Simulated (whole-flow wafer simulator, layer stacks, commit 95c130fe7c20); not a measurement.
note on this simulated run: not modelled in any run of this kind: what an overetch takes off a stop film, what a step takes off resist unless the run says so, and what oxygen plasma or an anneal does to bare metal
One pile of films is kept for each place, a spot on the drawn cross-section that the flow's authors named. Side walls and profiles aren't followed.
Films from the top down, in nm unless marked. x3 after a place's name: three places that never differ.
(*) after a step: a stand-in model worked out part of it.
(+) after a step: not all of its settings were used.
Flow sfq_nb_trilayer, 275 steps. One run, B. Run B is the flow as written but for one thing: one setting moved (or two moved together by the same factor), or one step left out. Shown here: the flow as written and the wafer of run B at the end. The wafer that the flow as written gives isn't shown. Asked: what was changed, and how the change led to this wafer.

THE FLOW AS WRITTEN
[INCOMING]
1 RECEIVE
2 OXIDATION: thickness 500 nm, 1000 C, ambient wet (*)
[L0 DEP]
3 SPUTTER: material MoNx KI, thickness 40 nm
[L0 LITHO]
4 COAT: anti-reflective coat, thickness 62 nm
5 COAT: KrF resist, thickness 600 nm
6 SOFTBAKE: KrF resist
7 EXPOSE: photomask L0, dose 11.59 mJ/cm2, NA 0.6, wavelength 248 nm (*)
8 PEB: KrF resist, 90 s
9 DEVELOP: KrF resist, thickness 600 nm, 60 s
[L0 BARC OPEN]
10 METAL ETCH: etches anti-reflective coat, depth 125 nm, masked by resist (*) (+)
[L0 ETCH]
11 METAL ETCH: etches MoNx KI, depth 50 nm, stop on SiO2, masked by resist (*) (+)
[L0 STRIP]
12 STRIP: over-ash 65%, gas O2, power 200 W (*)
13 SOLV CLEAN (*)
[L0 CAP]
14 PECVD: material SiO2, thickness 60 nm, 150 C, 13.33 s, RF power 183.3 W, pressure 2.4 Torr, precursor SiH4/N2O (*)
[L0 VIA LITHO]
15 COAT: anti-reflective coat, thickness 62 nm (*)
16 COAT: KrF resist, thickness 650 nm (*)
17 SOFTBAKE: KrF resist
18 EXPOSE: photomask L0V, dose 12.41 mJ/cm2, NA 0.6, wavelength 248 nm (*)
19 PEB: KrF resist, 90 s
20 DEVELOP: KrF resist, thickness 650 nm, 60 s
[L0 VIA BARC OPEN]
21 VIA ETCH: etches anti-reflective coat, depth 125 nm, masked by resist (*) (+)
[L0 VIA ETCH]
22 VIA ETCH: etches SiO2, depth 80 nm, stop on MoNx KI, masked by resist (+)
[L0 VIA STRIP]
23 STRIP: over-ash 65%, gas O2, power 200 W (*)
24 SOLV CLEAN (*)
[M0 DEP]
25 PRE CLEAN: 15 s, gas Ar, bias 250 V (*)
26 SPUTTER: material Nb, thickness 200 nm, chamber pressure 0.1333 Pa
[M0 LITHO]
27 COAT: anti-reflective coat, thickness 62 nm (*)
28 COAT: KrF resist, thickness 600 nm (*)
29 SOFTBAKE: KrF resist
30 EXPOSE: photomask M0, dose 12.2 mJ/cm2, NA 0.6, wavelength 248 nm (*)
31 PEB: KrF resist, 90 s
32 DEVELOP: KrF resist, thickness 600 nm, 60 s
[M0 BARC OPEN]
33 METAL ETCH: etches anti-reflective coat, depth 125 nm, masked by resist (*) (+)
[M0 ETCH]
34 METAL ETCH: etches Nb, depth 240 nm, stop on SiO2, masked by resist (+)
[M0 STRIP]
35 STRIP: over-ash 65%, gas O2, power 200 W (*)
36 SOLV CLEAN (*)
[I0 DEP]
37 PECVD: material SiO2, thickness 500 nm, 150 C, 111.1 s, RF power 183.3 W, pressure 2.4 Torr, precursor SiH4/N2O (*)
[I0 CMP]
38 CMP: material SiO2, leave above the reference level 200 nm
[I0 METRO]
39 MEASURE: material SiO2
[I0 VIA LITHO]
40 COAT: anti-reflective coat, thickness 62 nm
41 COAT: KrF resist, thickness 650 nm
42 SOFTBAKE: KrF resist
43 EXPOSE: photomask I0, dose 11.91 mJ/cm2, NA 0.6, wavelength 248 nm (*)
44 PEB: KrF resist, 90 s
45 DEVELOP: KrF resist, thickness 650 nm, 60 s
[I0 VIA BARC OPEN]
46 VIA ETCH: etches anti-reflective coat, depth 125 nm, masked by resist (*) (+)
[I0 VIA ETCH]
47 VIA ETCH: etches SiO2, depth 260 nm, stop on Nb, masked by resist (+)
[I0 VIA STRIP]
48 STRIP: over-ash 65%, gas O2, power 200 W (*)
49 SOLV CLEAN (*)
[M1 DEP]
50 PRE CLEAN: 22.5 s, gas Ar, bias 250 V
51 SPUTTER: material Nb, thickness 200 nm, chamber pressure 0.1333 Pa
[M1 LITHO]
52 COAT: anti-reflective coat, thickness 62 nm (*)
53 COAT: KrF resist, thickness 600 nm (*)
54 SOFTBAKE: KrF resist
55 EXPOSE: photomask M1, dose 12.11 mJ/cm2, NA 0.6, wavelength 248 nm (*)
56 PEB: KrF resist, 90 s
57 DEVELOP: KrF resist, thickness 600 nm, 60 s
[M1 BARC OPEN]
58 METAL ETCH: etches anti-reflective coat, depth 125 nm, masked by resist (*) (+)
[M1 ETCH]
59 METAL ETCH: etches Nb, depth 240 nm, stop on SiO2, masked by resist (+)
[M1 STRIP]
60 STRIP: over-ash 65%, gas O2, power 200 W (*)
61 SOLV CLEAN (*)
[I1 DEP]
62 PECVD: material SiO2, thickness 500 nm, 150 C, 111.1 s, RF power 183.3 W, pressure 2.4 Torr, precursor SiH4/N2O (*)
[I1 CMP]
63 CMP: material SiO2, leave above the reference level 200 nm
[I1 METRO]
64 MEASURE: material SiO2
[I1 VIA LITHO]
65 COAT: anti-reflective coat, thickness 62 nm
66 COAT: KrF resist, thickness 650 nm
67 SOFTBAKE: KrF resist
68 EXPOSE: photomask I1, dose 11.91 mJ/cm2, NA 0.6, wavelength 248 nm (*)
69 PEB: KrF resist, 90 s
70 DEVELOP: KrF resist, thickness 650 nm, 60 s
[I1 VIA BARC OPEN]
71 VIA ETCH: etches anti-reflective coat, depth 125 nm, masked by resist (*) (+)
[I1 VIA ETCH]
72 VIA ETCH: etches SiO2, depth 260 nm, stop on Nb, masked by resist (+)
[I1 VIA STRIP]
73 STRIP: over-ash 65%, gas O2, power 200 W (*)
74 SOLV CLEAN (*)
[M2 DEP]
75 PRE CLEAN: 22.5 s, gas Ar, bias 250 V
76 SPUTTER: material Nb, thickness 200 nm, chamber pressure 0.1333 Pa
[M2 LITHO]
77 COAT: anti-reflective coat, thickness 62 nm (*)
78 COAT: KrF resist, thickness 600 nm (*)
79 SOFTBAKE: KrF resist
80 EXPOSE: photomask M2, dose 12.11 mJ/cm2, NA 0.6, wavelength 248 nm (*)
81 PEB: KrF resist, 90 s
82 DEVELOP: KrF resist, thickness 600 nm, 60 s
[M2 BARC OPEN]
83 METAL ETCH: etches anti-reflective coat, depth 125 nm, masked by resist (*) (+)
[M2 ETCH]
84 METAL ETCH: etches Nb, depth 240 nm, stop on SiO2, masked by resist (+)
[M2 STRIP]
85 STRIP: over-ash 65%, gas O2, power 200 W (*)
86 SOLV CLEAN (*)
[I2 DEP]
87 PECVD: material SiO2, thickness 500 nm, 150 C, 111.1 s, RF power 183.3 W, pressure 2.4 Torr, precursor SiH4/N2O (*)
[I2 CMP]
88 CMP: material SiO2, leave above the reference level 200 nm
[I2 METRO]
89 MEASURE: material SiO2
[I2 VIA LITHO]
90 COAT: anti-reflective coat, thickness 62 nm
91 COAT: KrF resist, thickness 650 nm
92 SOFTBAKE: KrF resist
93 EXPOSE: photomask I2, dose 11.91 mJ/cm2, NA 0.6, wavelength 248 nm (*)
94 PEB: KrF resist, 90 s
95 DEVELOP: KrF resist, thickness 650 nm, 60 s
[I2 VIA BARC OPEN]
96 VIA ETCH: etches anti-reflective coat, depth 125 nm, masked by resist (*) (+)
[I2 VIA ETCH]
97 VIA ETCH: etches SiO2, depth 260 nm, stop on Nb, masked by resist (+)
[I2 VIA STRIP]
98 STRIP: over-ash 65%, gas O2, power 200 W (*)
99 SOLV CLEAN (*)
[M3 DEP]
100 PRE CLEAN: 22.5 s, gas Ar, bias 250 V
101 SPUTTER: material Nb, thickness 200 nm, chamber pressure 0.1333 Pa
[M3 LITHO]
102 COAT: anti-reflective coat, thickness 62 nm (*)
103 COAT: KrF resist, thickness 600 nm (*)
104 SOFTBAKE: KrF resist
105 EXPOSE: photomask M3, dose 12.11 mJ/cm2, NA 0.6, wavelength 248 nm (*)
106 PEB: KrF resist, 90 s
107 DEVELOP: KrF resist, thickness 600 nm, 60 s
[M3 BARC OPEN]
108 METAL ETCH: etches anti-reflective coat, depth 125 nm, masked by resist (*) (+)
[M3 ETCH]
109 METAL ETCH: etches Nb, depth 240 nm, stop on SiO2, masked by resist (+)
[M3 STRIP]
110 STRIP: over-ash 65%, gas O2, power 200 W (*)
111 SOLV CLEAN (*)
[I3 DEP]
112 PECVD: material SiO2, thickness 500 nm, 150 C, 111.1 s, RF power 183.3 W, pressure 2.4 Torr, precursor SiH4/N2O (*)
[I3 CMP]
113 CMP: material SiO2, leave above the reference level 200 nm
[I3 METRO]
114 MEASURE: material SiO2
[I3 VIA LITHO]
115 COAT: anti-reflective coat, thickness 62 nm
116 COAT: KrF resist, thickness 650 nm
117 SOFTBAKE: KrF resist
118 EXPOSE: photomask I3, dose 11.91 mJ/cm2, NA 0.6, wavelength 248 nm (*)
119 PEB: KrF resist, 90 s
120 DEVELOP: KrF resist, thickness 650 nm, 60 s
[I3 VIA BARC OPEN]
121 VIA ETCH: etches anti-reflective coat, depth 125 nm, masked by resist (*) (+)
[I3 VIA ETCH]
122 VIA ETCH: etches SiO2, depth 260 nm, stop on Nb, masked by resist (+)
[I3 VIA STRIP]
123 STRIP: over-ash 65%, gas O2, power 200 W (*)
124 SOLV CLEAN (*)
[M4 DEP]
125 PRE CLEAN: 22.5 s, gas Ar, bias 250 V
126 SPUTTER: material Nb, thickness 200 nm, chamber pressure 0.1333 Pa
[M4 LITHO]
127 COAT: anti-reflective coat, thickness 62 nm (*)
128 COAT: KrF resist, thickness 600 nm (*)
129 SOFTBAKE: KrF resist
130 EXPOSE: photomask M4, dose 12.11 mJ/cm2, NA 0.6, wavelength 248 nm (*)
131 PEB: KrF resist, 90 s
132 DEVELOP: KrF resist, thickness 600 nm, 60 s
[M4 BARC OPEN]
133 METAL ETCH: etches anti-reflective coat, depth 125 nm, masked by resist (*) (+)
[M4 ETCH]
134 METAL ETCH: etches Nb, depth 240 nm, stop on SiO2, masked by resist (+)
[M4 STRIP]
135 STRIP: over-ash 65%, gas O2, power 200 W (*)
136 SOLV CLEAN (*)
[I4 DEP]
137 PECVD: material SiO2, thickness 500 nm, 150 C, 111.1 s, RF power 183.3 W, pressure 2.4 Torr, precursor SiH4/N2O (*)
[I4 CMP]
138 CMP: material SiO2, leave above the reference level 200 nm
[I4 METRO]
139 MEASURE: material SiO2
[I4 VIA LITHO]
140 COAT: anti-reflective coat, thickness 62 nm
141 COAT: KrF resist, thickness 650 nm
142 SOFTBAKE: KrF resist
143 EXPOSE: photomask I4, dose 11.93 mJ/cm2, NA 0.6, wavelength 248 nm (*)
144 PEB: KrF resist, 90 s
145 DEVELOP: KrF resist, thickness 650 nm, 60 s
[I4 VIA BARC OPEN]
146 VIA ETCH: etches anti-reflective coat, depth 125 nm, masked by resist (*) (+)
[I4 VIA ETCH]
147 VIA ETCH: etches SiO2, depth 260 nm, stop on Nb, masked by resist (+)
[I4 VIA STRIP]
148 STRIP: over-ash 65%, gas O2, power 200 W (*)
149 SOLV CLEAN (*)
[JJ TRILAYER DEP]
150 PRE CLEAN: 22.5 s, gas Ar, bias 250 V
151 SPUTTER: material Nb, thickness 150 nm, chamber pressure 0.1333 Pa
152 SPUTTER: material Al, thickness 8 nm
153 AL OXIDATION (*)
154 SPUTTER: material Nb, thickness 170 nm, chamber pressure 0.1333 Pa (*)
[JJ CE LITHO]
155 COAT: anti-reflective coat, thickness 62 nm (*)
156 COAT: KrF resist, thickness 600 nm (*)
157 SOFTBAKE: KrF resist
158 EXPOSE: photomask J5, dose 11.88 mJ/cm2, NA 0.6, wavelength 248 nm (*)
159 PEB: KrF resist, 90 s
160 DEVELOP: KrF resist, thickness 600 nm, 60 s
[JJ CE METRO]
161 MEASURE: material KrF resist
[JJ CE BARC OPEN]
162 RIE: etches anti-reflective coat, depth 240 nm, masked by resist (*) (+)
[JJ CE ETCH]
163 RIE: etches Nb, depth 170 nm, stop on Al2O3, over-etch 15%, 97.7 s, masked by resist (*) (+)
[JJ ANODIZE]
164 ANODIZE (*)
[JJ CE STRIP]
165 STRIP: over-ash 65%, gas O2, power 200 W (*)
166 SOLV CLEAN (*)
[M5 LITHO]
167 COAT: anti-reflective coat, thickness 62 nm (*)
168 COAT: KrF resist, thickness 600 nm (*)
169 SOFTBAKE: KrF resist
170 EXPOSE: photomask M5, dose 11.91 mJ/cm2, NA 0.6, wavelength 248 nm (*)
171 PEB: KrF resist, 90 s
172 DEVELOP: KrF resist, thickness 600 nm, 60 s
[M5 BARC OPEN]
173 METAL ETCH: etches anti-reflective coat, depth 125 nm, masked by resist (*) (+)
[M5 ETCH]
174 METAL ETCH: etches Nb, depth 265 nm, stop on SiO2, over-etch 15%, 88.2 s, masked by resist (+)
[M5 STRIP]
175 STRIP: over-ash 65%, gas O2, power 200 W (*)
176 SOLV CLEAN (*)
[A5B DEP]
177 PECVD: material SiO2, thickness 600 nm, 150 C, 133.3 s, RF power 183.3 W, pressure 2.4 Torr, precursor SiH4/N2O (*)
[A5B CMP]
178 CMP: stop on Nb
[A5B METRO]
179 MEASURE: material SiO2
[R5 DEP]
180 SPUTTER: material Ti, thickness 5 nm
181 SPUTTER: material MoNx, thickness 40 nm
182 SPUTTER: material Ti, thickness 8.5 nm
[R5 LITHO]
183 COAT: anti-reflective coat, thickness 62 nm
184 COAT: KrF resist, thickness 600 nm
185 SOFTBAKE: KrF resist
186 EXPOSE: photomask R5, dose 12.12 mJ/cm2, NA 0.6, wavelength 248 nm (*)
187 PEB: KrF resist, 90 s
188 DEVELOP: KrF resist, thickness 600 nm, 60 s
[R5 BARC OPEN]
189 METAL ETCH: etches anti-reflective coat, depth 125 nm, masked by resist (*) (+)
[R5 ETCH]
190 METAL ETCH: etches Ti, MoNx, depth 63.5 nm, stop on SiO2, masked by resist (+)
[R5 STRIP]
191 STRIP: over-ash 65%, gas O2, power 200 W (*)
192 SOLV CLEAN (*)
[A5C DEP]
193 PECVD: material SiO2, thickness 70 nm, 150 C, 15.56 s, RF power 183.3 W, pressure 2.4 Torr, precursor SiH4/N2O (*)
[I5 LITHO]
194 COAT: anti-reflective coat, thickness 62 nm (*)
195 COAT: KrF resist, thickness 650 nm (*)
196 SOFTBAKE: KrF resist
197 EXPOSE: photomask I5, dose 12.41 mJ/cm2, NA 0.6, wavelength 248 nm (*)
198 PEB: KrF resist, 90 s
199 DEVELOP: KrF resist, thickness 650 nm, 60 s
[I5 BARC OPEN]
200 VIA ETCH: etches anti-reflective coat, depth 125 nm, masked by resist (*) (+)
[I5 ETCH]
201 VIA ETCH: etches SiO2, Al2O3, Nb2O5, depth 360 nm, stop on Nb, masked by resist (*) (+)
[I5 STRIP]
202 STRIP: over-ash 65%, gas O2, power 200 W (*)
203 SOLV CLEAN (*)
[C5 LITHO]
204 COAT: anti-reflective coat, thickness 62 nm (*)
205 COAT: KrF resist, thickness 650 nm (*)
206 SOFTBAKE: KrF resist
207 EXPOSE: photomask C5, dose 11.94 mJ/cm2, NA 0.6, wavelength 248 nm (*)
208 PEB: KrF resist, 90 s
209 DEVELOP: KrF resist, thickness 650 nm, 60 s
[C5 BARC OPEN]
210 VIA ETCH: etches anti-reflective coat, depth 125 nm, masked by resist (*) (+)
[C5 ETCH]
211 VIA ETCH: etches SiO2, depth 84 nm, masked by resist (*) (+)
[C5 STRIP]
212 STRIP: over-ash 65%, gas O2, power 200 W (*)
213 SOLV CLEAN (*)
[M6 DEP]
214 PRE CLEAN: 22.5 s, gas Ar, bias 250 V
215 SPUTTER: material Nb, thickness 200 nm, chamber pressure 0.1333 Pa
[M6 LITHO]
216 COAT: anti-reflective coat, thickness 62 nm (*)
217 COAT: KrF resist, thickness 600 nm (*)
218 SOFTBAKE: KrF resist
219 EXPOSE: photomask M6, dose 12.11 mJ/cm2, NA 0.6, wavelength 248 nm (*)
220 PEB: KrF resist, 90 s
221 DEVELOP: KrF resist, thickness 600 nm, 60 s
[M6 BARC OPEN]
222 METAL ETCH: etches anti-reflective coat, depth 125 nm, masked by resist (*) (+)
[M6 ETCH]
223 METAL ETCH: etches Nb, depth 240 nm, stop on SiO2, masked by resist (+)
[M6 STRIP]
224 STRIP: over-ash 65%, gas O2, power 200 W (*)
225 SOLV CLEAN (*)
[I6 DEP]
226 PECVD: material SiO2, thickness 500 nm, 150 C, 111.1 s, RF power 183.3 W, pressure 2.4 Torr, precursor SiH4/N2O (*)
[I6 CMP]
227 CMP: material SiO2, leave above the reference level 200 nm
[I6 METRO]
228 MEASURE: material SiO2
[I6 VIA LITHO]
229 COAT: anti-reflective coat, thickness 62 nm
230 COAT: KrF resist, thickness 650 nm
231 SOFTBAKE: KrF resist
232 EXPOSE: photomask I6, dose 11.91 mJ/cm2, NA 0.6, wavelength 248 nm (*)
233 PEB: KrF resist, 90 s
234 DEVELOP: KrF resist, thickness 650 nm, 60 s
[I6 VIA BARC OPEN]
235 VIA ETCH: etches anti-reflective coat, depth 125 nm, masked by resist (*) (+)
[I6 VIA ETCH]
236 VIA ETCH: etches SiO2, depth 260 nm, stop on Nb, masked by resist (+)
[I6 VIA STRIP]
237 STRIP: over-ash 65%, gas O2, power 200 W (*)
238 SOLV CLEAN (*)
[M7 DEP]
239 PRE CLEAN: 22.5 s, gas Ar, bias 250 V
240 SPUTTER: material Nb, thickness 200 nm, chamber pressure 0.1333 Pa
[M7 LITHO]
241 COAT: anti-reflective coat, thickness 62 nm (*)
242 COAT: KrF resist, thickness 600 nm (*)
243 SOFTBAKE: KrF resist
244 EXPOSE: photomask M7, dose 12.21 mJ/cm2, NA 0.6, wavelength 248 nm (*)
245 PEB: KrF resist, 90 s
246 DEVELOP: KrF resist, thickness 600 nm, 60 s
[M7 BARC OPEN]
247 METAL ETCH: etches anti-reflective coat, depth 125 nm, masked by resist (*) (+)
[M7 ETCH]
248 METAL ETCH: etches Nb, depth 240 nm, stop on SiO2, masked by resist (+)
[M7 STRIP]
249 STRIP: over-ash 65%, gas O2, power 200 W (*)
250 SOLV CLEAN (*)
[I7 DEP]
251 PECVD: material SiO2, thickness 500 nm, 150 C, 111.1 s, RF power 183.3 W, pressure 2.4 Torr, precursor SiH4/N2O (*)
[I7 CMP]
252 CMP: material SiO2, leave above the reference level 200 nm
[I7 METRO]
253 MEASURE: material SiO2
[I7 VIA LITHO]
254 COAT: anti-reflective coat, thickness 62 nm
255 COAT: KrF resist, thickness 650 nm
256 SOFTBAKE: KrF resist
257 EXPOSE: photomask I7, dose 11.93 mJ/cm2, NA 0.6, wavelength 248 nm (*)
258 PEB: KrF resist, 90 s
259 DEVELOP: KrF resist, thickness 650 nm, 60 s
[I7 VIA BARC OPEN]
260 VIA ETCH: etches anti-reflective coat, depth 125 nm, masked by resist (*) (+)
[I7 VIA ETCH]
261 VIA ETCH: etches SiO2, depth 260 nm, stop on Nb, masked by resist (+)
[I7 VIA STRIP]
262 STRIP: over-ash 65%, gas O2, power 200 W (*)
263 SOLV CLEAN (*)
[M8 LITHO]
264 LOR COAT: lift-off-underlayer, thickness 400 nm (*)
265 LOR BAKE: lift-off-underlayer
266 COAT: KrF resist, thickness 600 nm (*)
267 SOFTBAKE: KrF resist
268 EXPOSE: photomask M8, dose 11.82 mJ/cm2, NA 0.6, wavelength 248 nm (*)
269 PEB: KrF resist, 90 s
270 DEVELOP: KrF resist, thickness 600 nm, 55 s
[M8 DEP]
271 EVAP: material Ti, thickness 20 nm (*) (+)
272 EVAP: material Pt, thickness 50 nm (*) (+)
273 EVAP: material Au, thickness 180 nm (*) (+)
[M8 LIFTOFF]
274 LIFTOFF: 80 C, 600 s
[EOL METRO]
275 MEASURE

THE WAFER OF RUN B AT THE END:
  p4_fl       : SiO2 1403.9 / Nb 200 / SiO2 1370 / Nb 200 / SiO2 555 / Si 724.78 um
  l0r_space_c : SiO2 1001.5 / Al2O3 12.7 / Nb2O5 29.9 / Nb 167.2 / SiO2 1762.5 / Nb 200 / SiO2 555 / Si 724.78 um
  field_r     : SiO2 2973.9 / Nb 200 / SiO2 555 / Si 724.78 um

The cause: step 151, SPUTTER: thickness 178 nm was run, where the flow has thickness 150 nm.

How the change led to this, step by step:
  151 SPUTTER: material Nb, thickness 150 nm, chamber pressure 0.1333 Pa
      field_l, v_sur, via_sp and 100 more: Nb +178 (new film) (as written it would be: Nb +150 (new film))
      via_wl, via_w, via_wr: Nb +155 (as written it would be: Nb +130.4)
  155 COAT: anti-reflective coat, thickness 62 nm (*)
      via_wl, via_wr: anti-reflective coat +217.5 (new film) (as written it would be: anti-reflective coat +209.4 (new film))
      via_w: anti-reflective coat +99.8 (new film) (as written it would be: anti-reflective coat +97.4 (new film))
  162 RIE: etches anti-reflective coat, depth 240 nm, masked by resist (*) (+)
      ce_l, c5j, ce_r, wl_jj: KrF resist -217.5 (as written it would be: KrF resist -209.4)
      via_wl, via_wr: anti-reflective coat -217.5 (all of it) (as written it would be: anti-reflective coat -209.4 (all of it))
      (and at 1 more place)
  165 STRIP: over-ash 65%, gas O2, power 200 W (*)
      c5j, ce_r: KrF resist -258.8 (all of it), anti-reflective coat -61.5 (all of it) (as written it would be: KrF resist -266.9 (all of it), anti-reflective coat -61.5 (all of it))
      ce_l: KrF resist -258.7 (all of it), anti-reflective coat -61.4 (all of it) (as written it would be: KrF resist -266.8 (all of it), anti-reflective coat -61.4 (all of it))
      (and at 1 more place)
  167 COAT: anti-reflective coat, thickness 62 nm (*)
      via_wl: anti-reflective coat +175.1 (new film) (as written it would be: anti-reflective coat +170.5 (new film))
      via_wr: anti-reflective coat +175.1 (new film) (as written it would be: anti-reflective coat +170.6 (new film))
      (and at 2 more places)
  174 METAL ETCH: etches Nb, depth 265 nm, stop on SiO2, over-etch 15%, 88.2 s, masked by resist (+)
      field_l, r_sur, res and 49 more: Al2O3 -12.6 (all of it), Nb2O5 -29.9 (all of it), Nb -167.2 (all of it), SiO2 -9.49 (as written it would be: Al2O3 -12.6 (all of it), Nb2O5 -29.9 (all of it), Nb -139.2 (all of it), SiO2 -12.3)
      wl_a_sl: Al2O3 -12.6 (all of it), Nb2O5 -29.9 (all of it), Nb -167.2 (all of it), SiO2 -9.5 (as written it would be: Al2O3 -12.6 (all of it), Nb2O5 -29.9 (all of it), Nb -139.2 (all of it), SiO2 -12.3)
  175 STRIP: over-ash 65%, gas O2, power 200 W (*)
      via_wl: KrF resist -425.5 (all of it), anti-reflective coat -175.1 (all of it) (as written it would be: KrF resist -427 (all of it), anti-reflective coat -170.5 (all of it))
      via_wr: KrF resist -426.1 (all of it), anti-reflective coat -175.1 (all of it) (as written it would be: KrF resist -427.6 (all of it), anti-reflective coat -170.6 (all of it))
      (and at 2 more places)
  178 CMP: stop on Nb
      field_l, p4_fl, p4_fm and 39 more: SiO2 -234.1 (as written it would be: SiO2 -259.3)
      r_sur, res, r_end, moat, field_r, lsp_l: SiO2 -226.2 (as written it would be: SiO2 -252.3)
      (and at 5 more places)
